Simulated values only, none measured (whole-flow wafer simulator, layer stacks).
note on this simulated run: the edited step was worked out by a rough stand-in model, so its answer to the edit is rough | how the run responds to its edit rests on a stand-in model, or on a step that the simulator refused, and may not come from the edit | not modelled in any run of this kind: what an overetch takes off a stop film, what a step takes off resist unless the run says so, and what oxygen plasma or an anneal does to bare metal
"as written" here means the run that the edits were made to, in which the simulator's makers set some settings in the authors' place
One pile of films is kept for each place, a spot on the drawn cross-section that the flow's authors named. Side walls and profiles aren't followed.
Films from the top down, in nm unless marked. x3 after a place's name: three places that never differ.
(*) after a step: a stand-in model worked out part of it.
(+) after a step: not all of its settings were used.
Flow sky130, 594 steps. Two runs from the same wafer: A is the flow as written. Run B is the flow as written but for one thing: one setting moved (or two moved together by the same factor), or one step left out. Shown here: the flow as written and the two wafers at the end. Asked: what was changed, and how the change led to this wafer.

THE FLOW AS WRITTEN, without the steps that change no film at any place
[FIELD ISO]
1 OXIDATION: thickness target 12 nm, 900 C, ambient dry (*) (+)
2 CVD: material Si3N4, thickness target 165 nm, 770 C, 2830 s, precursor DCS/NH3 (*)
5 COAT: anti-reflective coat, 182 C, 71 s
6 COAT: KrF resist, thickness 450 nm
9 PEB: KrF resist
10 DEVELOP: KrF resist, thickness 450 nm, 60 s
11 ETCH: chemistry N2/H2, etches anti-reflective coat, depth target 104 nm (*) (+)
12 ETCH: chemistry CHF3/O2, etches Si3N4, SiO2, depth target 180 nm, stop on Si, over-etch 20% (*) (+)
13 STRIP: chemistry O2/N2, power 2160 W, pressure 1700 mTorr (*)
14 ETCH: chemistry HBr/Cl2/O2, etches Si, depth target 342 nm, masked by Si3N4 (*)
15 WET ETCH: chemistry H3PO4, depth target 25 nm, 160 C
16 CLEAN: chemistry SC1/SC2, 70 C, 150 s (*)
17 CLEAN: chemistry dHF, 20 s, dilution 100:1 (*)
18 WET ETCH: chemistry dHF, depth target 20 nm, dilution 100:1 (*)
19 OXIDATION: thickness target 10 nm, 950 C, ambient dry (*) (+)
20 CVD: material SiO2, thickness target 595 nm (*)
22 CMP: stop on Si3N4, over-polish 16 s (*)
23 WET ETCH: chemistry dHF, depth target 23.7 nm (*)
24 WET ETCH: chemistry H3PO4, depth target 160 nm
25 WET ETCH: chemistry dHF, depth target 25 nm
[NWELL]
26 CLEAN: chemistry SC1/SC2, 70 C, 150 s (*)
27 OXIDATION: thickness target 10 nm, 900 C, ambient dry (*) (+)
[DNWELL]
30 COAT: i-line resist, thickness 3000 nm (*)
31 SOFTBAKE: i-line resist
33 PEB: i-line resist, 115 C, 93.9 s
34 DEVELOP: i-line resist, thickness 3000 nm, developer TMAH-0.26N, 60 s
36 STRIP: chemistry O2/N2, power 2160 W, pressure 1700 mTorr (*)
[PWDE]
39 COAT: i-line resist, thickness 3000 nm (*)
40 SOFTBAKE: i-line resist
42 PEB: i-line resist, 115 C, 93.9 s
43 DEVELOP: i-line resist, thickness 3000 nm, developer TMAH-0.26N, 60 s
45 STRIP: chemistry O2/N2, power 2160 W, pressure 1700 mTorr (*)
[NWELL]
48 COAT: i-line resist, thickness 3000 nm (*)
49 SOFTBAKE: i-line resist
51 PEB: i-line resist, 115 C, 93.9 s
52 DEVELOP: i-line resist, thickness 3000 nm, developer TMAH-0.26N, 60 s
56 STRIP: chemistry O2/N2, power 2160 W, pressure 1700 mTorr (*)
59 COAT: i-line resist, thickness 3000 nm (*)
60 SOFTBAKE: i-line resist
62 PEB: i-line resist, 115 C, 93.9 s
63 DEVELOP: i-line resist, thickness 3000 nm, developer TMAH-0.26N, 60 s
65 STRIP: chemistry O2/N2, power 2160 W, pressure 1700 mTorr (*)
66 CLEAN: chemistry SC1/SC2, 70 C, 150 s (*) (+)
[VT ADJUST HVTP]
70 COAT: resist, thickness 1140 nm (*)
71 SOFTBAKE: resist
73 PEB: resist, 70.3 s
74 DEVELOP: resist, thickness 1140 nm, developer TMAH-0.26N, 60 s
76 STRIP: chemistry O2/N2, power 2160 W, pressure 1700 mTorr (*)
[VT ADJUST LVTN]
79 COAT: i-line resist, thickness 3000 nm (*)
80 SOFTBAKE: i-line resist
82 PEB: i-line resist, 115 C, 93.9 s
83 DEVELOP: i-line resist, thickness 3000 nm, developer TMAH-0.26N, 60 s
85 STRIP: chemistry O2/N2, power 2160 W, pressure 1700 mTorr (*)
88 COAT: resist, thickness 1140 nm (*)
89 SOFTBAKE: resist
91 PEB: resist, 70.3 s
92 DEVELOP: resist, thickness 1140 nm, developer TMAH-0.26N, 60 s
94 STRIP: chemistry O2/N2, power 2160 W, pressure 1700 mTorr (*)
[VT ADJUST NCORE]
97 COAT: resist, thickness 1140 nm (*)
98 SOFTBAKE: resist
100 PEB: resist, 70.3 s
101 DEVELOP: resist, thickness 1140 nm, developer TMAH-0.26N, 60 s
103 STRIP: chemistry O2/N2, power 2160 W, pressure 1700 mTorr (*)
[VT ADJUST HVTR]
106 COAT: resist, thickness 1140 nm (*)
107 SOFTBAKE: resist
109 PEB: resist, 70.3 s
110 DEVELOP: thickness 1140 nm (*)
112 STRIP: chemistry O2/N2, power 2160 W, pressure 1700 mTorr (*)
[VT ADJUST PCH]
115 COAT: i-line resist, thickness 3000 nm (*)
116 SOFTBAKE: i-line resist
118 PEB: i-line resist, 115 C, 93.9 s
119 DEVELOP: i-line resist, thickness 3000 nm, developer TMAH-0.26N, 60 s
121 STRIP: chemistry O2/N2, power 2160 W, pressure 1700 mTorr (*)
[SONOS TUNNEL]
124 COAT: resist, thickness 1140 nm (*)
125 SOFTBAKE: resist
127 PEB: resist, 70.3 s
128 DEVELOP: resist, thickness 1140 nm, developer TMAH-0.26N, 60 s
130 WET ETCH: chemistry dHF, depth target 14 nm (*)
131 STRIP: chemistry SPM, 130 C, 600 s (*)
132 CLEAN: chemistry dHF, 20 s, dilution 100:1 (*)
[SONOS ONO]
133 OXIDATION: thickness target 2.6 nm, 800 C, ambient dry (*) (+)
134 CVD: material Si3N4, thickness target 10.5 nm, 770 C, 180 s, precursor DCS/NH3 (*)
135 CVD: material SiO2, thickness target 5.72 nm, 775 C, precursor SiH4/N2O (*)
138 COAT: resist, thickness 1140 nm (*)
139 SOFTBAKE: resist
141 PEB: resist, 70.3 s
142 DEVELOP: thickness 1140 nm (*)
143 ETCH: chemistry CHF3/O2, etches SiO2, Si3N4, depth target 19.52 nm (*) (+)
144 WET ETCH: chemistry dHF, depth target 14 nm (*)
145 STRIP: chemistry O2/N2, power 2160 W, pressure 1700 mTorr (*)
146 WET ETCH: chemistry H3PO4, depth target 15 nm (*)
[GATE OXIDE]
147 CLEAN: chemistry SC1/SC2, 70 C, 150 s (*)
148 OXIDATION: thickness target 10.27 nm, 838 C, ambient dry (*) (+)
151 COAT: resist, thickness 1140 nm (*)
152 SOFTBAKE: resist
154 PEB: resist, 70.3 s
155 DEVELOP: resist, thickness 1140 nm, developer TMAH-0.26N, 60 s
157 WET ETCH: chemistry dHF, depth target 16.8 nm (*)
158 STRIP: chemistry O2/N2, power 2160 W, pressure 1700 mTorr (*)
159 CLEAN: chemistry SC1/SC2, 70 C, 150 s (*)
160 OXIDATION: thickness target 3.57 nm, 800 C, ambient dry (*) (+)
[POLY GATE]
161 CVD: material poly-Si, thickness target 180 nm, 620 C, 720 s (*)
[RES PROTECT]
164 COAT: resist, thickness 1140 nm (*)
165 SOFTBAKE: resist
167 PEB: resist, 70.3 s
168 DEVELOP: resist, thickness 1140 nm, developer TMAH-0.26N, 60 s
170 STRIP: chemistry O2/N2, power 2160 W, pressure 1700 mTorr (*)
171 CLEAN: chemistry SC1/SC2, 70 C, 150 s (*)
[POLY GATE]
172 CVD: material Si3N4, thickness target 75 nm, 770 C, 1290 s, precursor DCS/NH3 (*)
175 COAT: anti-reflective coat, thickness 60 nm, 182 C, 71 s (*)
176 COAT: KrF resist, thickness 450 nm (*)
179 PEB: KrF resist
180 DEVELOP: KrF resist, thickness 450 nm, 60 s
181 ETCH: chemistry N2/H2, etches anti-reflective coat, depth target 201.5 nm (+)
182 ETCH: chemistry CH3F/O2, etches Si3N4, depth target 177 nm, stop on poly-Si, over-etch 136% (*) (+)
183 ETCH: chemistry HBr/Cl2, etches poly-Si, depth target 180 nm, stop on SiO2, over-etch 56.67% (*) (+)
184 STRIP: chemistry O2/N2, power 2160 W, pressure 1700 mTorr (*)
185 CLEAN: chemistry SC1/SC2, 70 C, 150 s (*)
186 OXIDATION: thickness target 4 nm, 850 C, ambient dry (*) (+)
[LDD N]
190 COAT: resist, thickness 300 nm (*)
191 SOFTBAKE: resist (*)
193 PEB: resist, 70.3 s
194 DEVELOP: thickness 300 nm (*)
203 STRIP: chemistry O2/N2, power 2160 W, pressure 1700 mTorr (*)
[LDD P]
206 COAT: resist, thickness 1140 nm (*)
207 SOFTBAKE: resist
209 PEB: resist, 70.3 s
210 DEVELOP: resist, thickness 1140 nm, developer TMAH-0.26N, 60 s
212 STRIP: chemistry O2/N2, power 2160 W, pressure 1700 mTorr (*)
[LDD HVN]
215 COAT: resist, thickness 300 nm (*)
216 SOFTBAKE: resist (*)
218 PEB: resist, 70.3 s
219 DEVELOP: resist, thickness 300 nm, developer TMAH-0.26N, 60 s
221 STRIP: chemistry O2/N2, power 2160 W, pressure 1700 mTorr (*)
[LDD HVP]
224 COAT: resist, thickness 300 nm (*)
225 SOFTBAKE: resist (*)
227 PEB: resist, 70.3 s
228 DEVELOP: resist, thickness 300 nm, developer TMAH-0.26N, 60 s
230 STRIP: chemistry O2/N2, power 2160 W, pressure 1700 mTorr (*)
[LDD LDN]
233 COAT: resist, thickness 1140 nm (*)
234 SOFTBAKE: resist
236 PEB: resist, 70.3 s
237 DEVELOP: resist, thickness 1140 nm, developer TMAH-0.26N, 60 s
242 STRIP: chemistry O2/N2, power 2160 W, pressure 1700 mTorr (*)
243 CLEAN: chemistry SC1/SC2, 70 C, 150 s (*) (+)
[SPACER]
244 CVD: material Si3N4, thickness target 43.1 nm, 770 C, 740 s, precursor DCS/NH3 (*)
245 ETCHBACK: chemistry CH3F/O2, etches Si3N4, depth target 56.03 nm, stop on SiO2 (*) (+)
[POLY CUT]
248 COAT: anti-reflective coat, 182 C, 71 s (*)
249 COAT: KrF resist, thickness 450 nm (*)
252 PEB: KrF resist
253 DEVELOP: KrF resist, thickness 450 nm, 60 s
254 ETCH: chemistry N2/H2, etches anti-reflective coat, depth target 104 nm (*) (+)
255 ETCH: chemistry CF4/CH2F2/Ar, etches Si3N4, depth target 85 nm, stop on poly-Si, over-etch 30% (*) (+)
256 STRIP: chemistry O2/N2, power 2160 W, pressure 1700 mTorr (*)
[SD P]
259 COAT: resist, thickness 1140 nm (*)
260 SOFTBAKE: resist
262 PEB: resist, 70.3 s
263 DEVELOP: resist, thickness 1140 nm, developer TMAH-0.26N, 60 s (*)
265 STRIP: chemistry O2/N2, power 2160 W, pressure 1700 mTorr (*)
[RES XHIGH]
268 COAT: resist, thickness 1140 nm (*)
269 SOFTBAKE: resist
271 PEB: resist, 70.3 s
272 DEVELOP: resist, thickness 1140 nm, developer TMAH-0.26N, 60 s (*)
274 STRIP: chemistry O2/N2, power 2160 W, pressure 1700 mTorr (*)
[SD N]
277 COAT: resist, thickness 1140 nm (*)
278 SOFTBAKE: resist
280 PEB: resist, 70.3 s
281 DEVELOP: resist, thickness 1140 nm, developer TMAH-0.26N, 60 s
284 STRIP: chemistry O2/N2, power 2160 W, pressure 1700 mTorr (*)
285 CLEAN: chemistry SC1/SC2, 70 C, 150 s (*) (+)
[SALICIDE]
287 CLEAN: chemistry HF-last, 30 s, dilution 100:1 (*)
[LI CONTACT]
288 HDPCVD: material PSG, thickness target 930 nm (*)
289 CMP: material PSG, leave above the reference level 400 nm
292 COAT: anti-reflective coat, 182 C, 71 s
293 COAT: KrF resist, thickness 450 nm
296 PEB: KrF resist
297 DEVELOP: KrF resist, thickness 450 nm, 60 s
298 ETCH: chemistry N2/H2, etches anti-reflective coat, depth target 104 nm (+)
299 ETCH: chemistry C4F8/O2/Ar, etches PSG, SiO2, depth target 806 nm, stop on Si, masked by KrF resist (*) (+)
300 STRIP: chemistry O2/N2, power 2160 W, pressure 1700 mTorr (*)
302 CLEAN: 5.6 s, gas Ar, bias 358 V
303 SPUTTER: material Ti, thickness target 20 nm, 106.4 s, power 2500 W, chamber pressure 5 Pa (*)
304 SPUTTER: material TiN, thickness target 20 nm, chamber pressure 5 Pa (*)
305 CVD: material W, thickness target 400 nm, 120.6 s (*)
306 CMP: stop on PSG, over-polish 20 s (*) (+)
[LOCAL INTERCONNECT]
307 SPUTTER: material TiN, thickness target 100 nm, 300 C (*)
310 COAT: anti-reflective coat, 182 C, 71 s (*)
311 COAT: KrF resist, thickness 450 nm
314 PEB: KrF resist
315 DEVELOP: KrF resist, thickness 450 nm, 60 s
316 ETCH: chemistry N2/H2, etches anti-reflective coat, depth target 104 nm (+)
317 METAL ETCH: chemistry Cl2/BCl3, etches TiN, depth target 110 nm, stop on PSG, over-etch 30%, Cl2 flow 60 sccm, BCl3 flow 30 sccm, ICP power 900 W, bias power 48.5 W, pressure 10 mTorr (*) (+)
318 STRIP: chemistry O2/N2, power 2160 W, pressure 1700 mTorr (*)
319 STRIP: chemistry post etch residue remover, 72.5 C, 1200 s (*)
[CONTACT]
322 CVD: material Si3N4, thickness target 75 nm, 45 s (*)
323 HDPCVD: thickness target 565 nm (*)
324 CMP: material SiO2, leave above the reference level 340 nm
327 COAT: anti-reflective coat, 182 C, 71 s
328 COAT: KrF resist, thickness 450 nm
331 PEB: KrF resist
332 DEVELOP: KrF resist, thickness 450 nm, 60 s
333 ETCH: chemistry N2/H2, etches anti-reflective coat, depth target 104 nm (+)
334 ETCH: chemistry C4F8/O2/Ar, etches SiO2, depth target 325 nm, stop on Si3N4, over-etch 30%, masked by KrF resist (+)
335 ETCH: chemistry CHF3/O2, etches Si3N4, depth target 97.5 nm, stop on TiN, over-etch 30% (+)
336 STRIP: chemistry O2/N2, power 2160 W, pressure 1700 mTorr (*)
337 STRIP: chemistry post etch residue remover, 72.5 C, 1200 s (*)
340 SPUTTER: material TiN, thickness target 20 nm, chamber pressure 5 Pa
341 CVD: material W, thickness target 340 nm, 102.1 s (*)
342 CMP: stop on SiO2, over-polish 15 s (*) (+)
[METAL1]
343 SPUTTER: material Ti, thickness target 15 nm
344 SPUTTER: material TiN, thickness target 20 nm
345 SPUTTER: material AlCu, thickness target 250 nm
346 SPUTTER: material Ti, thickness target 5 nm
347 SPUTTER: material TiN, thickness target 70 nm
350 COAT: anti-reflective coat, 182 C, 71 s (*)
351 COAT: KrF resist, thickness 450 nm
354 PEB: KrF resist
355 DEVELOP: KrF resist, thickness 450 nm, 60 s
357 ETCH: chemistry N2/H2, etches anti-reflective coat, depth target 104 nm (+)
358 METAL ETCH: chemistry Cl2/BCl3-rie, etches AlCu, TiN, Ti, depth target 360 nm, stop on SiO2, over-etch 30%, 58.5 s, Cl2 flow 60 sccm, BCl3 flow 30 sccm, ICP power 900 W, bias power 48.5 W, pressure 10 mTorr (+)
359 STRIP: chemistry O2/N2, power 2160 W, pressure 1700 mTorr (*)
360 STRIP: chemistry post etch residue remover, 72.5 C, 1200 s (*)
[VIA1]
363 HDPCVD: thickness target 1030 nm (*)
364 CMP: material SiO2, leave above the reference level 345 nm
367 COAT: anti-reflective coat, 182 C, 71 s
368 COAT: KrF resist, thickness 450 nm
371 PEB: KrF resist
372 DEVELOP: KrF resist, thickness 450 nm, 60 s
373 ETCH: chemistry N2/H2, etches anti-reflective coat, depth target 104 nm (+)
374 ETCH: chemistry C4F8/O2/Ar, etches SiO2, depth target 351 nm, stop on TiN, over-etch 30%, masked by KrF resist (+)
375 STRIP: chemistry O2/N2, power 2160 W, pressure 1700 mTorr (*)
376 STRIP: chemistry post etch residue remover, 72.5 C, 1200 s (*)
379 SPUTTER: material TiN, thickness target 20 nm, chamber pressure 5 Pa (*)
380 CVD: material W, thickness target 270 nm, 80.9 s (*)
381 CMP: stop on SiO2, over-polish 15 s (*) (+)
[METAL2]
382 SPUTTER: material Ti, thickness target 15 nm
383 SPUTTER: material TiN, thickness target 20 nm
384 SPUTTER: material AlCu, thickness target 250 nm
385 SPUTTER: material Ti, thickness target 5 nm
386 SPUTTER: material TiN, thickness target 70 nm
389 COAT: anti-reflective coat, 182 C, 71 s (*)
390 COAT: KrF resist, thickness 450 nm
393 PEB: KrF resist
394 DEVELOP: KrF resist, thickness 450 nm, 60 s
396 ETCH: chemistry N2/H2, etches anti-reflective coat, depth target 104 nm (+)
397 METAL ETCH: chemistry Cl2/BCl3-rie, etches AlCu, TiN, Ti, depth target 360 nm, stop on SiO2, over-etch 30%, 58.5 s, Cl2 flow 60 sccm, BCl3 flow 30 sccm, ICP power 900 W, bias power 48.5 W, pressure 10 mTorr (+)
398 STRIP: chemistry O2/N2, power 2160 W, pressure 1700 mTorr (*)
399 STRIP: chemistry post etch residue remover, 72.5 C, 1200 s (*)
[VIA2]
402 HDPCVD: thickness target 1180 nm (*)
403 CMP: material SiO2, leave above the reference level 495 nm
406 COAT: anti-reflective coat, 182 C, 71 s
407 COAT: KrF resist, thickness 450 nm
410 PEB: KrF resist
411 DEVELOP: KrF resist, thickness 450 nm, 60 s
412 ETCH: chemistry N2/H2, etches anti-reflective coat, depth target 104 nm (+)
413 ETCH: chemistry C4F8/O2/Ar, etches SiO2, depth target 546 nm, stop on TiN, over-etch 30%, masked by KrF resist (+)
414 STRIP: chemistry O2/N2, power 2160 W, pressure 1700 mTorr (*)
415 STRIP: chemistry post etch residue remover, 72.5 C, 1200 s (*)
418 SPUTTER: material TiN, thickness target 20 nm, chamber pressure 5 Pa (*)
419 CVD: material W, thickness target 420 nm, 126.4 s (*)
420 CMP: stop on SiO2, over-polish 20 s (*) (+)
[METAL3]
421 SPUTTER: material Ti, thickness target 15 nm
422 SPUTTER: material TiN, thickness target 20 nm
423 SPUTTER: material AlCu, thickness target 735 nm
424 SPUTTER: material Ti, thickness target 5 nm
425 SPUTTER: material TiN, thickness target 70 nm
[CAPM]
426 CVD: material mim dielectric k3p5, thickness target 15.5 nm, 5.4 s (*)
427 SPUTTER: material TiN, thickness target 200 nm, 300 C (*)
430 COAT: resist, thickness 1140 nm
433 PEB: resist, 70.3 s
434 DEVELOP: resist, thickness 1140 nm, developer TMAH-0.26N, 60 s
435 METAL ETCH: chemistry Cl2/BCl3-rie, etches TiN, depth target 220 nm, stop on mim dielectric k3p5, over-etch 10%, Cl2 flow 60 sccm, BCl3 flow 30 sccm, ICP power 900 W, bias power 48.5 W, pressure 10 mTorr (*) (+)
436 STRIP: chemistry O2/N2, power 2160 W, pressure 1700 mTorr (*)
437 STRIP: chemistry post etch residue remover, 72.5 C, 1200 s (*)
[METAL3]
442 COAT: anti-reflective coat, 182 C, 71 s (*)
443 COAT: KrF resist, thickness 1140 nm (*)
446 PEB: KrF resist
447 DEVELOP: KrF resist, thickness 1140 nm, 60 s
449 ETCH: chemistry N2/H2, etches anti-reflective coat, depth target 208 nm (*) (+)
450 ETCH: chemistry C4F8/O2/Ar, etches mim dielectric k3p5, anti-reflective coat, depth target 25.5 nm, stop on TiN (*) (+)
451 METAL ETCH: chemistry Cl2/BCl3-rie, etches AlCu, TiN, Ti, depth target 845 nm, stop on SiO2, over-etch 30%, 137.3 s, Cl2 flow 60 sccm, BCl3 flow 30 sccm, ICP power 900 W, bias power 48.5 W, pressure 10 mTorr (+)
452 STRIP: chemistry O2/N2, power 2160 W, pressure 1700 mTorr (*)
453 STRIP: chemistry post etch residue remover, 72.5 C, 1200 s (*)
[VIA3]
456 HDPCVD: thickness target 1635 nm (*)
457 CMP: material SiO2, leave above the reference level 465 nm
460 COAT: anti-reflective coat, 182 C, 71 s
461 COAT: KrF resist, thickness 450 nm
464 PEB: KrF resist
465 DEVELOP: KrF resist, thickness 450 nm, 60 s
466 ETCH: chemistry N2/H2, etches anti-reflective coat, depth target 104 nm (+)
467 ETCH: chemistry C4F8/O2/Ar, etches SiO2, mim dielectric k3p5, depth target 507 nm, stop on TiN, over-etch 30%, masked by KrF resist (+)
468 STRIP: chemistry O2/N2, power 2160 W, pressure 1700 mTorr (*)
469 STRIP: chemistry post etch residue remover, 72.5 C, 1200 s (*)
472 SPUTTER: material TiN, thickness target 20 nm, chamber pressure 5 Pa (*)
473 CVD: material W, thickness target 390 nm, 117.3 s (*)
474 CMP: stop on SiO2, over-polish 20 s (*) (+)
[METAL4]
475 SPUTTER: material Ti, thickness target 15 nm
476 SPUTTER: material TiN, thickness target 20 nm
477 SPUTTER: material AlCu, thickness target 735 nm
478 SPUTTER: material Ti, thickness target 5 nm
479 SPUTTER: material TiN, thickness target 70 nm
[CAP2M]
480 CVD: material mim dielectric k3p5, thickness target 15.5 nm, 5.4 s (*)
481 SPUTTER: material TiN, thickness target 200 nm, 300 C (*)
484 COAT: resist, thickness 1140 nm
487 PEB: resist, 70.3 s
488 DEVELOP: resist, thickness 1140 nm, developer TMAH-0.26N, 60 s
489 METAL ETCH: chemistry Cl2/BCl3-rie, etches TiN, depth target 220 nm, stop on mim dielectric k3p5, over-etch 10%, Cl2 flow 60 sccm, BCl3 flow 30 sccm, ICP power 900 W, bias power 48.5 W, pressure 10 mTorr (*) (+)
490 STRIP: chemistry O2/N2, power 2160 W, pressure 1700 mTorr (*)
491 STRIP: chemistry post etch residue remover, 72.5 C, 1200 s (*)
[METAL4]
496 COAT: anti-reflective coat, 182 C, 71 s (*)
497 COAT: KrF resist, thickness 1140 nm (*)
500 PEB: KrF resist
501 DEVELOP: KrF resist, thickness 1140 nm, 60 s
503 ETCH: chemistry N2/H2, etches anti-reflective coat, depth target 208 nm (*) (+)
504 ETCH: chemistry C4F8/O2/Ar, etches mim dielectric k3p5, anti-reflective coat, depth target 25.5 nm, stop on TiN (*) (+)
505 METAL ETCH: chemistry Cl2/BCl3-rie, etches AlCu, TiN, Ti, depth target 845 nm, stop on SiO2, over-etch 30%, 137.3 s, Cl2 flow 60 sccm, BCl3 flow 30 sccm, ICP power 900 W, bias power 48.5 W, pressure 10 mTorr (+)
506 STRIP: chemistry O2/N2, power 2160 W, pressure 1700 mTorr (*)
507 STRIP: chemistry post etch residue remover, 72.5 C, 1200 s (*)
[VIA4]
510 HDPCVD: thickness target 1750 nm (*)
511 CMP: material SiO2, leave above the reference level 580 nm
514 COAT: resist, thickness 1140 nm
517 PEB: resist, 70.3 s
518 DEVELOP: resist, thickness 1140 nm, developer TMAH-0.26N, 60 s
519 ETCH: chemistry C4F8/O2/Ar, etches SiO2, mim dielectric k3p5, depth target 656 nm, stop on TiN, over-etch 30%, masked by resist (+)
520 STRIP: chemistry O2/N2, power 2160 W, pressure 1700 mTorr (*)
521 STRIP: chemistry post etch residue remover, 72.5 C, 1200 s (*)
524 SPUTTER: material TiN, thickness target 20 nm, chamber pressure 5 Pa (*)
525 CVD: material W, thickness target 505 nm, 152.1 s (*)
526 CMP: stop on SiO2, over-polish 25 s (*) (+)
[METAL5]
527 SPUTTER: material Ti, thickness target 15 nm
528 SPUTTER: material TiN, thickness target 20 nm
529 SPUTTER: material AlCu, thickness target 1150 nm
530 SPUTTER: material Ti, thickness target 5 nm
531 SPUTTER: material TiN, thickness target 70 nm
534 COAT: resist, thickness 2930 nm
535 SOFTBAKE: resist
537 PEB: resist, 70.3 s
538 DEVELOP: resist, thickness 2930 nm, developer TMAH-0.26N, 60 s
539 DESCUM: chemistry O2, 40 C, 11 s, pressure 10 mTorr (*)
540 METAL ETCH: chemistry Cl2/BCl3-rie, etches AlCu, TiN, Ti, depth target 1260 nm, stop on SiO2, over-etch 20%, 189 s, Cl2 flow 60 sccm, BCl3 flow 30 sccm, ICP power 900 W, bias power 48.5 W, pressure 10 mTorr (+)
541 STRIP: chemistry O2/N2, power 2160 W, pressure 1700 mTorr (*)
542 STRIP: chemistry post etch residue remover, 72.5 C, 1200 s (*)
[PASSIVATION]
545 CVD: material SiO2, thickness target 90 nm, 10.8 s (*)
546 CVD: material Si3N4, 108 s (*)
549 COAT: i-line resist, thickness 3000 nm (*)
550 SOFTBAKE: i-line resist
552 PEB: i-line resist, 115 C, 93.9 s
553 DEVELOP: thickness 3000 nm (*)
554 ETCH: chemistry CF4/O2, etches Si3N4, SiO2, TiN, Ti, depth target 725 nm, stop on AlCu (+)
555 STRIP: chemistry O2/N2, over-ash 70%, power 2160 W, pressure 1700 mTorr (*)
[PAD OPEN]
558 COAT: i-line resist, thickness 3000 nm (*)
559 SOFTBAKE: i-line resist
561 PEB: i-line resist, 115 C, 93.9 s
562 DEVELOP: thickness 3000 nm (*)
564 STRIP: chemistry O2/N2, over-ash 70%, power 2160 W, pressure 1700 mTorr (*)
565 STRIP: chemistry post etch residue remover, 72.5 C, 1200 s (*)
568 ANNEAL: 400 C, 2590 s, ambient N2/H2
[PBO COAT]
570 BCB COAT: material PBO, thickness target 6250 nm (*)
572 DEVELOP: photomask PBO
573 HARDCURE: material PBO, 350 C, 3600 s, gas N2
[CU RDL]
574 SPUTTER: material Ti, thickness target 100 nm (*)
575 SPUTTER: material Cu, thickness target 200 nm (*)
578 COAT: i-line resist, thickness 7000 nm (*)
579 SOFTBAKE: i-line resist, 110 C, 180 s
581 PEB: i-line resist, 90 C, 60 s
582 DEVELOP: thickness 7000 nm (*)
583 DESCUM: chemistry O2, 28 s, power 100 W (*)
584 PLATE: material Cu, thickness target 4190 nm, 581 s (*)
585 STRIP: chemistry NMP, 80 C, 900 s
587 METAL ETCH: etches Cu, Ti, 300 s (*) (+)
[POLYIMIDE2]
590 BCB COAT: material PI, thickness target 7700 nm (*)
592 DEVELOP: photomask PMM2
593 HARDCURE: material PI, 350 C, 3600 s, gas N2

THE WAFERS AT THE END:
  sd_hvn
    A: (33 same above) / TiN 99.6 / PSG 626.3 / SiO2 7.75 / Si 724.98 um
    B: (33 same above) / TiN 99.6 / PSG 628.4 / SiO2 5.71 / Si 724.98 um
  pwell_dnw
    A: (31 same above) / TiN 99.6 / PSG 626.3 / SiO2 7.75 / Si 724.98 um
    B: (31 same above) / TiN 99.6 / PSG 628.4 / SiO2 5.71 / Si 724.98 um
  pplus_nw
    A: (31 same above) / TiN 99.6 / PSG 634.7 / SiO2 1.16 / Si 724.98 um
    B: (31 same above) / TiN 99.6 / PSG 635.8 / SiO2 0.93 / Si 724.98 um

The cause: step 183, ETCH: depth target 207 nm was run, where the flow has depth target 180 nm.

How the change led to this, step by step:
  183 ETCH: chemistry HBr/Cl2, etches poly-Si, depth target 180 nm, stop on SiO2, over-etch 56.67% (*) (+)
      field, active, p_well and 109 more: A poly-Si -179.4 (all of it), SiO2 -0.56 | B poly-Si -179.4 (all of it), SiO2 -2.71
      n_well, gate, gate_hv and 74 more: A KrF resist -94 | B KrF resist -108.1
  184 STRIP: chemistry O2/N2, power 2160 W, pressure 1700 mTorr (*)
      dice_street, grade_field_poly: A KrF resist -169 (all of it), anti-reflective coat -60 (all of it) | B KrF resist -154.9 (all of it), anti-reflective coat -60 (all of it)
      poly_licon, rpo_hd_licon: A KrF resist -163.3 (all of it), anti-reflective coat -59.7 (all of it) | B KrF resist -149.2 (all of it), anti-reflective coat -59.7 (all of it)
      (and at 73 more places)
  186 OXIDATION: thickness target 4 nm, 850 C, ambient dry (*) (+)
      active, p_well, spacer and 26 more: A SiO2 +1.55, Si -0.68 | B SiO2 +3.48, Si -1.53
  190 COAT: resist, thickness 300 nm (*)
      n_well: A resist +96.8 (new film) | B resist +94.7 (new film)
      pad: A resist +87.2 (new film) | B resist +85.1 (new film)
  203 STRIP: chemistry O2/N2, power 2160 W, pressure 1700 mTorr (*)
      n_well: A resist -95.8 (all of it) | B resist -93.7 (all of it)
      pad: A resist -86.4 (all of it) | B resist -84.3 (all of it)
  215 COAT: resist, thickness 300 nm (*)
      n_well: A resist +96.8 (new film) | B resist +94.7 (new film)
      pad: A resist +87.2 (new film) | B resist +85.1 (new film)
  221 STRIP: chemistry O2/N2, power 2160 W, pressure 1700 mTorr (*)
      n_well: A resist -95.8 (all of it) | B resist -93.7 (all of it)
      pad: A resist -86.4 (all of it) | B resist -84.3 (all of it)
  224 COAT: resist, thickness 300 nm (*)
      n_well: A resist +96.8 (new film) | B resist +94.7 (new film)
      pad: A resist +87.2 (new film) | B resist +85.1 (new film)
  230 STRIP: chemistry O2/N2, power 2160 W, pressure 1700 mTorr (*)
      n_well: A resist -95.8 (all of it) | B resist -93.7 (all of it)
      pad: A resist -86.4 (all of it) | B resist -84.3 (all of it)
  248 COAT: anti-reflective coat, 182 C, 71 s (*)
      m1: A anti-reflective coat +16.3 (new film) | B anti-reflective coat +15.5 (new film)
      mim: A anti-reflective coat +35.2 (new film) | B anti-reflective coat +34.4 (new film)
      (and at 11 more places)
  256 STRIP: chemistry O2/N2, power 2160 W, pressure 1700 mTorr (*)
      m1: A KrF resist -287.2 (all of it), anti-reflective coat -16.3 (all of it) | B KrF resist -287 (all of it), anti-reflective coat -15.5 (all of it)
      mim: A KrF resist -401.8 (all of it), anti-reflective coat -35.2 (all of it) | B KrF resist -402.6 (all of it), anti-reflective coat -34.4 (all of it)
      (and at 11 more places)
